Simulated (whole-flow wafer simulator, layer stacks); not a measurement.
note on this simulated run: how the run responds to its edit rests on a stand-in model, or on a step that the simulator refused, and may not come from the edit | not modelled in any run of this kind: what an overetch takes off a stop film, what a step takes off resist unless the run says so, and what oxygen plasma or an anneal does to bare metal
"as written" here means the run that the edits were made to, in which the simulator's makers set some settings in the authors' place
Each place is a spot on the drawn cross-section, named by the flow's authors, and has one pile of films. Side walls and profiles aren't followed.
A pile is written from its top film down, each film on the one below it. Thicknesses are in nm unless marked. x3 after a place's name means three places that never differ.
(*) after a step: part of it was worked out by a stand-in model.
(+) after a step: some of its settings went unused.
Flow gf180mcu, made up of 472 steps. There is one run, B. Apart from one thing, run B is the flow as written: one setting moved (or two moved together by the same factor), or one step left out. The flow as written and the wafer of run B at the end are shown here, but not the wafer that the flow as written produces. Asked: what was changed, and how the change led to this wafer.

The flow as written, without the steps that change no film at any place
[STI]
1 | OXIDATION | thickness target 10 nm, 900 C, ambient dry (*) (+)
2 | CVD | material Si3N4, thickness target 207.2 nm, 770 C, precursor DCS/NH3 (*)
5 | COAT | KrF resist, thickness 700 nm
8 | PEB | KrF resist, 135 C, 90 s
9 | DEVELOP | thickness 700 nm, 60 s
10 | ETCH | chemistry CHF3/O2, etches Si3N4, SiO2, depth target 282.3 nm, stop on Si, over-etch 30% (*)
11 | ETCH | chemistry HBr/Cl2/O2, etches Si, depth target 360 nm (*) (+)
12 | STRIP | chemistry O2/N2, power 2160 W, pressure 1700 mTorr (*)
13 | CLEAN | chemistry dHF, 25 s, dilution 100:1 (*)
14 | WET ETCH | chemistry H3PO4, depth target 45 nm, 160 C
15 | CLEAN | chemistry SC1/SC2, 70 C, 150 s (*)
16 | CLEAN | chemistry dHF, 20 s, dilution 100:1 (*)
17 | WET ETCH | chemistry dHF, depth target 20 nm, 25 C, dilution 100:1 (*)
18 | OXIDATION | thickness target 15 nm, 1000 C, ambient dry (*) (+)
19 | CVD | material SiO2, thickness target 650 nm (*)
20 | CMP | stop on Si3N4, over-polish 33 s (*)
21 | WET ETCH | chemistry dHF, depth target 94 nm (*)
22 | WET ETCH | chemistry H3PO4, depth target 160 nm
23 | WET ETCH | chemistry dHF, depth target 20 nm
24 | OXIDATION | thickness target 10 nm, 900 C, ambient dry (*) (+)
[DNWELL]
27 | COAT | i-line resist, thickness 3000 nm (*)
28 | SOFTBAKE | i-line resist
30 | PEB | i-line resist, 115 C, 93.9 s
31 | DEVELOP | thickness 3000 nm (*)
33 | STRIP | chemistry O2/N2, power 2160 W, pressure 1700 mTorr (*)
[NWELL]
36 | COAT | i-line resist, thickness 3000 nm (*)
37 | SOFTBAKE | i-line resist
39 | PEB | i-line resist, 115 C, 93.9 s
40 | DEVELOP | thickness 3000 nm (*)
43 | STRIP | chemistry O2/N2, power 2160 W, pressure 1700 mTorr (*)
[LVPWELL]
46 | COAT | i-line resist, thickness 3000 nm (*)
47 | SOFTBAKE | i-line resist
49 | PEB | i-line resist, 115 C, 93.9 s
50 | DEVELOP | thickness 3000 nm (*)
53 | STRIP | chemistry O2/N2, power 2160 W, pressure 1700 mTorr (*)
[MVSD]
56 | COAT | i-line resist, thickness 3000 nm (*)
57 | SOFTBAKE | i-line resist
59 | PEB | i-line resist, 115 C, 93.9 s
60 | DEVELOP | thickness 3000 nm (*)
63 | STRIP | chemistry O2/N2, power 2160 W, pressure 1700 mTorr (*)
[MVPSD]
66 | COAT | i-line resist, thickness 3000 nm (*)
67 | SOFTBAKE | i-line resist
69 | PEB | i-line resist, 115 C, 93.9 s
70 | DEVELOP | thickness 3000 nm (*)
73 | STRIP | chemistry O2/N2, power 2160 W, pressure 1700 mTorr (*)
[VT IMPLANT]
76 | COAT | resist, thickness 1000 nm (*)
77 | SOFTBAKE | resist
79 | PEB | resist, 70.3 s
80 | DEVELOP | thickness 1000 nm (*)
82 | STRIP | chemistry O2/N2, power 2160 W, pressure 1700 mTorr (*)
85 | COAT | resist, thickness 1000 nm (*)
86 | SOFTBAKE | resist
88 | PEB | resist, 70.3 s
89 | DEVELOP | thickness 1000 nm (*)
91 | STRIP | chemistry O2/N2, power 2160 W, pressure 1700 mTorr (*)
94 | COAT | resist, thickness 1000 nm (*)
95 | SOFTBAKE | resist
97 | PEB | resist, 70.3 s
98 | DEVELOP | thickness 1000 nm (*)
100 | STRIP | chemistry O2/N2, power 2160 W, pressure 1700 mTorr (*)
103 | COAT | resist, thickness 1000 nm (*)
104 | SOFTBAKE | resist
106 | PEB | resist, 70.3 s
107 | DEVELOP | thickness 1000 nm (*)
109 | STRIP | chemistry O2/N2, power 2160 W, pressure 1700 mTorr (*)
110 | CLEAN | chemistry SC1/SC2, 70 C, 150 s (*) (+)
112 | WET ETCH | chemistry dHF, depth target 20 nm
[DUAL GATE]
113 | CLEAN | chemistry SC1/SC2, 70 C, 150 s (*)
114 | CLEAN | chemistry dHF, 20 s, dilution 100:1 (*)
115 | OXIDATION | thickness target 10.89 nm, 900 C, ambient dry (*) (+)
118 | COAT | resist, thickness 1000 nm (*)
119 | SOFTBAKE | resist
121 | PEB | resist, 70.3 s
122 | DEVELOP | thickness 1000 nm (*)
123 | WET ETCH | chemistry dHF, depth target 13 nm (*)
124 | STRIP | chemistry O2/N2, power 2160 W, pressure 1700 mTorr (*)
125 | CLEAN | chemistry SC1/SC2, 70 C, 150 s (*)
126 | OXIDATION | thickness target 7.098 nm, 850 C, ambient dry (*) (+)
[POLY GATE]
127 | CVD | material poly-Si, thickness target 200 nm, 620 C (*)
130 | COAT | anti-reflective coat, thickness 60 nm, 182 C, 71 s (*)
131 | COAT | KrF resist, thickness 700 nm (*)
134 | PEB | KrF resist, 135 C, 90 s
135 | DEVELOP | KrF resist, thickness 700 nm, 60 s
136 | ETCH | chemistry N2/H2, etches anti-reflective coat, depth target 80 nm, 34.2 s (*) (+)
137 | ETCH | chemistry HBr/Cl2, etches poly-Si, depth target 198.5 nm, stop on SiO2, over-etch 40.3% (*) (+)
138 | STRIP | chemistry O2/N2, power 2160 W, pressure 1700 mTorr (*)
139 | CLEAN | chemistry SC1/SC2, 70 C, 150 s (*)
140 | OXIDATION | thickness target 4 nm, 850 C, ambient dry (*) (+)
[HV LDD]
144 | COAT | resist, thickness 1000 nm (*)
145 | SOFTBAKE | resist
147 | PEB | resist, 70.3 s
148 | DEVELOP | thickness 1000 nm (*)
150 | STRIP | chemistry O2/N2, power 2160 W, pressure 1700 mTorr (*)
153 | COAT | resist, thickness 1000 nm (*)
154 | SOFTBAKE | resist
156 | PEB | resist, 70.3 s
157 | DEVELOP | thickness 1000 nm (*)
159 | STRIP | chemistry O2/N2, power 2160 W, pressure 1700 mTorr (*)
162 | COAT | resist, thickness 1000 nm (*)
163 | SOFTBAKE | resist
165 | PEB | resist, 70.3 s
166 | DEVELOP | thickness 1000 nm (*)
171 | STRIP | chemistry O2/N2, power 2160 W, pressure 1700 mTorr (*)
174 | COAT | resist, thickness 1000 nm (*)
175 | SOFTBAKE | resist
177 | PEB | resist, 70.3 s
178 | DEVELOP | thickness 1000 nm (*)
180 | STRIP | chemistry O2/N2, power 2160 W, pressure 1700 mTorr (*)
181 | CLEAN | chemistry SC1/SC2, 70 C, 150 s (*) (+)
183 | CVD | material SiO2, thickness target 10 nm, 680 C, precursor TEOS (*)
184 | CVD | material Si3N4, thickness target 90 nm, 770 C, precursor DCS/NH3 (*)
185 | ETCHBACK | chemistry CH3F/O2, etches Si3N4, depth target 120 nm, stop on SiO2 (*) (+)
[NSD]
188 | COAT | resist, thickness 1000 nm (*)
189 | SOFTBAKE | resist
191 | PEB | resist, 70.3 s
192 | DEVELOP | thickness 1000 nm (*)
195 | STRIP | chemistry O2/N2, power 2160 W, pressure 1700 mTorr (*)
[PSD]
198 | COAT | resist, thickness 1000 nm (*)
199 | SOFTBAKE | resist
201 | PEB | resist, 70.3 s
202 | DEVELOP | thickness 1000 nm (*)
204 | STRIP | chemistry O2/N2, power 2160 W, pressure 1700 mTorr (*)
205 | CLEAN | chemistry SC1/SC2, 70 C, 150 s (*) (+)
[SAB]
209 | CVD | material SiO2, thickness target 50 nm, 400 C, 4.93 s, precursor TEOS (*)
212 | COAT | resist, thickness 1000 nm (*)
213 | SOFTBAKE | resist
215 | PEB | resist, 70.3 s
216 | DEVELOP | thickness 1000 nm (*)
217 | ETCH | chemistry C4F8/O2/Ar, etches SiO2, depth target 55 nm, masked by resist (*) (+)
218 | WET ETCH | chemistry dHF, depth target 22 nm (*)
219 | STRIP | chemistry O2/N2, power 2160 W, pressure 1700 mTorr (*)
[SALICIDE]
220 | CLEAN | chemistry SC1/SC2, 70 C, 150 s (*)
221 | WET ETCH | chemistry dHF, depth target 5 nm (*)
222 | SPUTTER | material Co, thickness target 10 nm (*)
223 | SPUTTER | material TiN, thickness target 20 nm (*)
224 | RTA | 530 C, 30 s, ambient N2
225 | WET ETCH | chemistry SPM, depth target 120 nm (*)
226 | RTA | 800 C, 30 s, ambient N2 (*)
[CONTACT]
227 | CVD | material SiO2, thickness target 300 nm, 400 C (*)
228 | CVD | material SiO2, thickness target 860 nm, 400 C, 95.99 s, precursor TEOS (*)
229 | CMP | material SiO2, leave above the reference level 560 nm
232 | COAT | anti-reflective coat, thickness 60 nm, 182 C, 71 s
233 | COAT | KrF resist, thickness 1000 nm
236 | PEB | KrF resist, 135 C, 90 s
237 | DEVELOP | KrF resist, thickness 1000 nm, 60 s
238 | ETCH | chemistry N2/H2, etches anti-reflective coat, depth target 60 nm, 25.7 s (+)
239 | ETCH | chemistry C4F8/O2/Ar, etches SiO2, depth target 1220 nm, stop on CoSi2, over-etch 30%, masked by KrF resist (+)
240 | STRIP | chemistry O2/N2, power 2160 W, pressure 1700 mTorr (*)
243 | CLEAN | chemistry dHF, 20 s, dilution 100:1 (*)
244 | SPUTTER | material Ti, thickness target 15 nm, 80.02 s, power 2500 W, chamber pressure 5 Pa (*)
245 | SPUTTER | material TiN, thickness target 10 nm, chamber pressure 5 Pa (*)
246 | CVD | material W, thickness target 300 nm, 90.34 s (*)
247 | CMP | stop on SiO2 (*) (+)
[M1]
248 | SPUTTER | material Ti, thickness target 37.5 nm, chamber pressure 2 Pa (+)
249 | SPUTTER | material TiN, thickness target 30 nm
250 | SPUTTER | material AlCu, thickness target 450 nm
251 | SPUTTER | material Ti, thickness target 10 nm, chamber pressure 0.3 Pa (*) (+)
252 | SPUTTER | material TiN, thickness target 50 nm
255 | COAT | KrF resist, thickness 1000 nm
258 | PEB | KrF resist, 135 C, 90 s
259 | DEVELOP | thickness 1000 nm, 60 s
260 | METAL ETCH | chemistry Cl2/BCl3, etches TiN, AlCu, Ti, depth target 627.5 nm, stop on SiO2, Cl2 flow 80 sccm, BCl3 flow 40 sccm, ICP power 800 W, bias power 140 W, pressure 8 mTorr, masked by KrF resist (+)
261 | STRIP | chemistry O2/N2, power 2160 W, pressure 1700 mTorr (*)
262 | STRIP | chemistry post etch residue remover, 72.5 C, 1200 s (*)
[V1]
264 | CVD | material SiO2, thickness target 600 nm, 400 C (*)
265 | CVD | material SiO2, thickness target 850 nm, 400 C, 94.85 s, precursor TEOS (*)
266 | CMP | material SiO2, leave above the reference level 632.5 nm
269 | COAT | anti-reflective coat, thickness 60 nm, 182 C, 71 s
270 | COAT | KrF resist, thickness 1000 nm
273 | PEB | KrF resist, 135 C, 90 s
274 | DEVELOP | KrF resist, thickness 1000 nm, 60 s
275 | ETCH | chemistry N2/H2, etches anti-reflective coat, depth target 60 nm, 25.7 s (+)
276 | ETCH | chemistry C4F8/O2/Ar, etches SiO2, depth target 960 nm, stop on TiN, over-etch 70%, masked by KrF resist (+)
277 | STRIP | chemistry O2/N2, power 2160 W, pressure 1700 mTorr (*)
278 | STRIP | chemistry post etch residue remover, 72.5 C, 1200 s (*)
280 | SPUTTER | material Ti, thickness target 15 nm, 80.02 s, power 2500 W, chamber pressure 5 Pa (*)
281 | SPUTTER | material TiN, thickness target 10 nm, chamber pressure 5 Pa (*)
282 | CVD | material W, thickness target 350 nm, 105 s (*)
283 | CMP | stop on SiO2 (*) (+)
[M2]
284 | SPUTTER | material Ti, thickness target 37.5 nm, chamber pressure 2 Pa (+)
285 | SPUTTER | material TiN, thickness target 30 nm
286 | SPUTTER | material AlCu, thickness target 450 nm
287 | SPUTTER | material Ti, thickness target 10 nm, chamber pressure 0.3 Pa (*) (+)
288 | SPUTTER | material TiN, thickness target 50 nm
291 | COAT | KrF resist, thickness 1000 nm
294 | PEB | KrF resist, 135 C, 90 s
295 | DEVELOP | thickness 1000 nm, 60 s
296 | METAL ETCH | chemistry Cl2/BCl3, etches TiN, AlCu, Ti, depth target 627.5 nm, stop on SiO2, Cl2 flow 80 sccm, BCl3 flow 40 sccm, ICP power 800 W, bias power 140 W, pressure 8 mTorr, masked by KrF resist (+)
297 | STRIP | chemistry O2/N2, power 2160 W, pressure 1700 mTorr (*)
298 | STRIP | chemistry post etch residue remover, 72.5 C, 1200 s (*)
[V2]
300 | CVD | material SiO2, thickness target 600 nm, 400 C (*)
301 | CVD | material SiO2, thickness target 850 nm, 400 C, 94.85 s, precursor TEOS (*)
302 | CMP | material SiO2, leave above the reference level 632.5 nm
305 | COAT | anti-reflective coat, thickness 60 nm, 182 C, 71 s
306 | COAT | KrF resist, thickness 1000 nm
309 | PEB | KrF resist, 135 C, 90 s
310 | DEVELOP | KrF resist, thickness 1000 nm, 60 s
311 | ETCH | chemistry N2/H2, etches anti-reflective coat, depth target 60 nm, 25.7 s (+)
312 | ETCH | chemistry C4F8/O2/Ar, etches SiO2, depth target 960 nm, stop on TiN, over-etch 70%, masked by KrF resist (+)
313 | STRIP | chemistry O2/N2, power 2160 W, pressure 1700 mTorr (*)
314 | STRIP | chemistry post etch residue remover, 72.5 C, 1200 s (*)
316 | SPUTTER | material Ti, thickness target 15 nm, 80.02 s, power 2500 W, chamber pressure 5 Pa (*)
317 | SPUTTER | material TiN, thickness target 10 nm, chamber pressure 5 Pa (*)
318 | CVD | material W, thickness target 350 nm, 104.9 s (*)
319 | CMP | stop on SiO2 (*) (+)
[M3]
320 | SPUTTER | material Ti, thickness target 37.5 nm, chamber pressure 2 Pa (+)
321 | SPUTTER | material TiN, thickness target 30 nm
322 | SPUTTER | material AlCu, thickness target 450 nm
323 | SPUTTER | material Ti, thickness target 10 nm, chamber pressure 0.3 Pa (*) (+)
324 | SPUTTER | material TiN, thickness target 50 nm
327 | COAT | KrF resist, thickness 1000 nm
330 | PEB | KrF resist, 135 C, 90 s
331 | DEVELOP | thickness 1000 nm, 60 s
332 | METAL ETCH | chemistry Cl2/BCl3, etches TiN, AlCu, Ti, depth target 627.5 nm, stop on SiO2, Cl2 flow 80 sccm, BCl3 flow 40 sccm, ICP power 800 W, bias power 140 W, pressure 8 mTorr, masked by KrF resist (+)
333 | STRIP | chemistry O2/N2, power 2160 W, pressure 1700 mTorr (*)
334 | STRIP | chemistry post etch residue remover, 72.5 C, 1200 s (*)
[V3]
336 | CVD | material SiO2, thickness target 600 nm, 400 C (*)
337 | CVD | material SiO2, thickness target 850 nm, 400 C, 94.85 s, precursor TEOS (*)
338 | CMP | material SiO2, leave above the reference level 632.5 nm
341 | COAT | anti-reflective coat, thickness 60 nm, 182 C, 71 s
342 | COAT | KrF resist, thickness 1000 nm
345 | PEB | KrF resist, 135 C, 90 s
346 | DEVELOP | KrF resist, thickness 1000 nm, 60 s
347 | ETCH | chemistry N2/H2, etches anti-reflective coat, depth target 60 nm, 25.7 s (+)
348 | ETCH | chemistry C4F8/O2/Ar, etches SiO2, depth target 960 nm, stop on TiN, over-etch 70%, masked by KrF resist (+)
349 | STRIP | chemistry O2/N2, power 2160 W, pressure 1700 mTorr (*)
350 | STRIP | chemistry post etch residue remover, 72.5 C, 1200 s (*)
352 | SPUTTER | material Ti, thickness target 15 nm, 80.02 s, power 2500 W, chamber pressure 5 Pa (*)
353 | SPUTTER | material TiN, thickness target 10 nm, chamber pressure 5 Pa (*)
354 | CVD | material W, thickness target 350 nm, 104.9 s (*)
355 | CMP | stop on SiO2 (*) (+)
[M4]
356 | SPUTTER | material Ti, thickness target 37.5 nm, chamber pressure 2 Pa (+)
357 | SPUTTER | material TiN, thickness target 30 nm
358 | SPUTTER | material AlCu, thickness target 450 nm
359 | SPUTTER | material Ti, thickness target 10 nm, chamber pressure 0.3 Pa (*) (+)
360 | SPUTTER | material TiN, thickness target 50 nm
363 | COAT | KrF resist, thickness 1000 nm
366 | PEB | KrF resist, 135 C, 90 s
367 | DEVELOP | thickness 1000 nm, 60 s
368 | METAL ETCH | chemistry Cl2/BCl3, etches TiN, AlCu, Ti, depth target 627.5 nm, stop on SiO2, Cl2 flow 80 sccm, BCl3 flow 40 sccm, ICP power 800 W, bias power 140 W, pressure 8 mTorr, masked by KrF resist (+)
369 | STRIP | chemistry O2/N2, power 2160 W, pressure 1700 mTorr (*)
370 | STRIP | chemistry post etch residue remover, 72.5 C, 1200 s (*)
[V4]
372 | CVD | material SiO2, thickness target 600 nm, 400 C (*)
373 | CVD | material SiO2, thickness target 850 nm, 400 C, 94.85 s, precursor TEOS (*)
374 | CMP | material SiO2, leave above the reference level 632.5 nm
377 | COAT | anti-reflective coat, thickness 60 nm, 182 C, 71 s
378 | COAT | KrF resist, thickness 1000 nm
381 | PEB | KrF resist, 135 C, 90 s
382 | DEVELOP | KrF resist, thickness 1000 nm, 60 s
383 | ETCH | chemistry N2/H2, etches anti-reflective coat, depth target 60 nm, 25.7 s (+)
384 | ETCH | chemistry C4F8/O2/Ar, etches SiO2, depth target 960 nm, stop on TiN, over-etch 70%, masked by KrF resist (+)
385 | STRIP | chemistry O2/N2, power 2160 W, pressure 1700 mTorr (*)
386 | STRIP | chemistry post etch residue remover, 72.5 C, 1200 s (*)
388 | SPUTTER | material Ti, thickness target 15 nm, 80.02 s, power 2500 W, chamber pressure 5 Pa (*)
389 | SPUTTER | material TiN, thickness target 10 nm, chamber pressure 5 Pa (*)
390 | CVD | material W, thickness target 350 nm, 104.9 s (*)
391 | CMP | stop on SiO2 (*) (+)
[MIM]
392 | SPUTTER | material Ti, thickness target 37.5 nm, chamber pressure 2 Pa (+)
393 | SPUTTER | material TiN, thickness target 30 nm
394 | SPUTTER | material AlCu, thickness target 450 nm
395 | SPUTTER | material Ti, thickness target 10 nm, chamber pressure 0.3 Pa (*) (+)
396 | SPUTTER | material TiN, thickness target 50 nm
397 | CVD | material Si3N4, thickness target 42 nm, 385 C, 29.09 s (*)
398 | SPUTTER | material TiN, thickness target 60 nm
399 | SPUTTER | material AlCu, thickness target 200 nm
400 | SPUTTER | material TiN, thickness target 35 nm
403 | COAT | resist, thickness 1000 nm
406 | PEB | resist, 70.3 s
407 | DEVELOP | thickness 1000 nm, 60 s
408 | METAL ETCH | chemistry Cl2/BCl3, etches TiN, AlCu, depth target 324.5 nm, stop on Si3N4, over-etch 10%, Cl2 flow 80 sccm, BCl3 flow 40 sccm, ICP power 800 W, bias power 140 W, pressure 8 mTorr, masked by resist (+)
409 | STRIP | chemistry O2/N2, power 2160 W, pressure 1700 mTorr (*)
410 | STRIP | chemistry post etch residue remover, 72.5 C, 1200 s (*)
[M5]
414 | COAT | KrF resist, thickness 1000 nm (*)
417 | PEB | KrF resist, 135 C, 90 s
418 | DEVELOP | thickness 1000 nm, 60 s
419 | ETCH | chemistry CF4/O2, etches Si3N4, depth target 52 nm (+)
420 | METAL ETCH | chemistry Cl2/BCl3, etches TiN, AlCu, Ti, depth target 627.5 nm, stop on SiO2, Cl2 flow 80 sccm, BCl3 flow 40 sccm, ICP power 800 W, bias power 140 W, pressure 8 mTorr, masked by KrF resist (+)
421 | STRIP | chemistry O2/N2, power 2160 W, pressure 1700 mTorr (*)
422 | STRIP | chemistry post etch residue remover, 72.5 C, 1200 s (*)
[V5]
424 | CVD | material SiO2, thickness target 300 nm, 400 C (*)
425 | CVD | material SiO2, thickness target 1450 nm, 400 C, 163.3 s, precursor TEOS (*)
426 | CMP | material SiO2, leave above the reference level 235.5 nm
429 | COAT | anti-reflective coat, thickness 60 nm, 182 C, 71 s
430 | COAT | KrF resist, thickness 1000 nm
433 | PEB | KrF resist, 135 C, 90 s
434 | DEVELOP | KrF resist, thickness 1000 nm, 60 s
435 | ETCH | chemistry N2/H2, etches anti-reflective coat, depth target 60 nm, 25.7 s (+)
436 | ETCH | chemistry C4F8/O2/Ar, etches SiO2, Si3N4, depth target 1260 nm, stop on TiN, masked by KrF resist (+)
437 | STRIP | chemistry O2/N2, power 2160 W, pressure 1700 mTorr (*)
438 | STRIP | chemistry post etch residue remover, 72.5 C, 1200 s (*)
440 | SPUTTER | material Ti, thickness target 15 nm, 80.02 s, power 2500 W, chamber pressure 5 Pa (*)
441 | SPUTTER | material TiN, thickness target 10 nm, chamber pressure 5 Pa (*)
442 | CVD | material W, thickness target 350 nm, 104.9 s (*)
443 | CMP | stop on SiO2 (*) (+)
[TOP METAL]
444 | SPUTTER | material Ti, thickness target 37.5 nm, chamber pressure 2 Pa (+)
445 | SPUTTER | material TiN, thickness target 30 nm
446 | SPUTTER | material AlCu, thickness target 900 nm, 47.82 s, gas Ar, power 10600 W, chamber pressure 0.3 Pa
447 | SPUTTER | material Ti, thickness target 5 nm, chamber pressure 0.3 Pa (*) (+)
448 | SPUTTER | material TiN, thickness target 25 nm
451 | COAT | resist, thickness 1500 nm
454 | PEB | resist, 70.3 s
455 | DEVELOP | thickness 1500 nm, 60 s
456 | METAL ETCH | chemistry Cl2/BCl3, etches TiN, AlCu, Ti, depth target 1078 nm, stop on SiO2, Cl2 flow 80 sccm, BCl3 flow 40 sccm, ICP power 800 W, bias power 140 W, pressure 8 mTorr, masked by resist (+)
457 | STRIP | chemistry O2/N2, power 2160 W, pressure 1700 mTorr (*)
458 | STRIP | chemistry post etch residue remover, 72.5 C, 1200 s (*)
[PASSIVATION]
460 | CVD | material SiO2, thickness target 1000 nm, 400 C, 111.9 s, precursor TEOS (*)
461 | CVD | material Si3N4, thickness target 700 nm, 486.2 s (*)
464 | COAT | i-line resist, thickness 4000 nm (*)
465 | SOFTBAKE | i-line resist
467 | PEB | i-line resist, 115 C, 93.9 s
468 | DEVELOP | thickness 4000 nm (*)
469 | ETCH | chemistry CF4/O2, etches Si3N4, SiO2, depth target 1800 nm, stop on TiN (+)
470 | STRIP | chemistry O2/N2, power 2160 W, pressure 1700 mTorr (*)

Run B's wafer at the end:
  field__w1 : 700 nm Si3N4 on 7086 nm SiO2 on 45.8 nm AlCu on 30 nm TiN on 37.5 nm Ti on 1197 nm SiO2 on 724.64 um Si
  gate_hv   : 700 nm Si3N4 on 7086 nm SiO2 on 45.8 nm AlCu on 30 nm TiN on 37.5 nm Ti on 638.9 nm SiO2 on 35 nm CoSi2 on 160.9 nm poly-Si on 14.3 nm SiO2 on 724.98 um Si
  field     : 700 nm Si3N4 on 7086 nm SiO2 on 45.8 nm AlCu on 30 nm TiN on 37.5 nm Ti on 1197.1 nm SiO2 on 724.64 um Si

What caused this: step 250, SPUTTER: thickness target 619 nm was run, while the flow as written has thickness target 450 nm.

The path from the change to this, step by step:
  250 | SPUTTER | material AlCu, thickness target 450 nm
      field, field__w1, field__w2 and 108 more: +619 AlCu (new film) (in the flow as written it would be: +450 AlCu (new film))
  260 | METAL ETCH | chemistry Cl2/BCl3, etches TiN, AlCu, Ti, depth target 627.5 nm, stop on SiO2, Cl2 flow 80 sccm, BCl3 flow 40 sccm, ICP power 800 W, bias power 140 W, pressure 8 mTorr, masked by KrF resist (+)
      field, field__w1, field__w2 and 99 more: -50 TiN (all of it), -10 Ti (all of it), -567.5 AlCu (in the flow as written it would be: -50 TiN (all of it), -10 Ti (all of it), -450 AlCu (all of it), -30 TiN (all of it), -37.5 Ti (all of it))
  262 | STRIP | chemistry post etch residue remover, 72.5 C, 1200 s (*)
      field, field__w1, field__w2 and 99 more: -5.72 AlCu (in the flow as written it would be: nothing)
  264 | CVD | material SiO2, thickness target 600 nm, 400 C (*)
      field, field__w1, field__w2 and 99 more: +600 SiO2 (new film) (in the flow as written it would be: +600 SiO2)
  266 | CMP | material SiO2, leave above the reference level 632.5 nm
      field, field__w1, field__w2 and 99 more: -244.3 SiO2 (in the flow as written it would be: -300 SiO2)
Taking metal films that touch as one body, field__w1 has 1 body; the flow as written gives 0 bodies.
Taking metal films that touch as one body, gate_hv has 2 bodies (between them, from the top down: SiO2 638.9); the flow as written gives 1 body.
Taking metal films that touch as one body, field has 1 body; the flow as written gives 0 bodies.
